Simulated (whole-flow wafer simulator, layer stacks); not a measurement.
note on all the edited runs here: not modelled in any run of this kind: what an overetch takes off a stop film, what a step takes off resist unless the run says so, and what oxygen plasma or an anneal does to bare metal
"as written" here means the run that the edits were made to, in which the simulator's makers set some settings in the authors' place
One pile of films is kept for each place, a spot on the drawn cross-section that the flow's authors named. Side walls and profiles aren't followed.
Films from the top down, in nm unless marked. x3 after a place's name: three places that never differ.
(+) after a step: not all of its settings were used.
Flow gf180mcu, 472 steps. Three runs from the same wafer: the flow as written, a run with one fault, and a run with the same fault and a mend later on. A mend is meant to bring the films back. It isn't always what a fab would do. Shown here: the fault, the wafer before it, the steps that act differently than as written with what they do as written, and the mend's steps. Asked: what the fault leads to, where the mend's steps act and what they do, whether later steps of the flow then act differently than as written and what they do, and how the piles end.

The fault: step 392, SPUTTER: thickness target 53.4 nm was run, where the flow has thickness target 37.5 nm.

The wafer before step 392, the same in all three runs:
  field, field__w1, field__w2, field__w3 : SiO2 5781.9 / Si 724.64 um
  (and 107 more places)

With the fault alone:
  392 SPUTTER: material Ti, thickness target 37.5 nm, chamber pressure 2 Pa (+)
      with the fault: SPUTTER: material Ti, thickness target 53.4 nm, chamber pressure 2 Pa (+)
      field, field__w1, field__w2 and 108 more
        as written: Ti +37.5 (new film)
        with the fault: Ti +53.4 (new film)
  Later steps of the flow that act differently than as written (1 more step differs only slightly, by at most 2% or 0.5 nm, whichever is larger, and isn't shown):
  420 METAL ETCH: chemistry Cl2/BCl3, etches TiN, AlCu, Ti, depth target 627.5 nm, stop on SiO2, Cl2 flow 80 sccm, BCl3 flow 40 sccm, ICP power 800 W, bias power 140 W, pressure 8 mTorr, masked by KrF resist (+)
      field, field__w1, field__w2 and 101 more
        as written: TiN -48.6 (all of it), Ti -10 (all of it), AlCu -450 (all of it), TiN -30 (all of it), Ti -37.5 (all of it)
        with the fault: TiN -48.6 (all of it), Ti -10 (all of it), AlCu -450 (all of it), TiN -30 (all of it), Ti -53.4 (all of it)
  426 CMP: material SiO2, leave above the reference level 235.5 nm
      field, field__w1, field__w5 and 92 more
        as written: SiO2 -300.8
        with the fault: SiO2 -284.9
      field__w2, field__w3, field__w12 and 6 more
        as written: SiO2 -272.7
        with the fault: SiO2 -256
  At the end the piles differ from the flow's by more than 2% or 0.5 nm, whichever is larger, at field__w4, field__w8, contact, m1, m1__w1, mim, mim_1p0, m1_nw.
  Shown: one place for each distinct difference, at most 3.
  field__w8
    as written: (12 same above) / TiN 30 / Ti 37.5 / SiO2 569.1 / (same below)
    with the fault: (12 same above) / TiN 30 / Ti 53.4 / SiO2 569.1 / (same below)
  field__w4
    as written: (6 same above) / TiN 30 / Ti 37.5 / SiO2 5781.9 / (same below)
    with the fault: (6 same above) / TiN 30 / Ti 53.4 / SiO2 5781.9 / (same below)
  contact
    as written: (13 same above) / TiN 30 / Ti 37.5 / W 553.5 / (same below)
    with the fault: (13 same above) / TiN 30 / Ti 53.4 / W 553.5 / (same below)

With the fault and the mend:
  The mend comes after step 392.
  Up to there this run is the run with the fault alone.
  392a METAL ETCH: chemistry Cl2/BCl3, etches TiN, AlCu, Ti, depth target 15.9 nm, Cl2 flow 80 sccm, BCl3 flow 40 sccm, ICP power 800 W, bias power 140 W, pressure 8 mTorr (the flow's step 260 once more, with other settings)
      field, field__w1, field__w2 and 108 more
        Ti -15.9
  No later step of the flow acts differently than as written at any place that is followed.
  At the end the piles are the same as the flow's at every place that both follow.
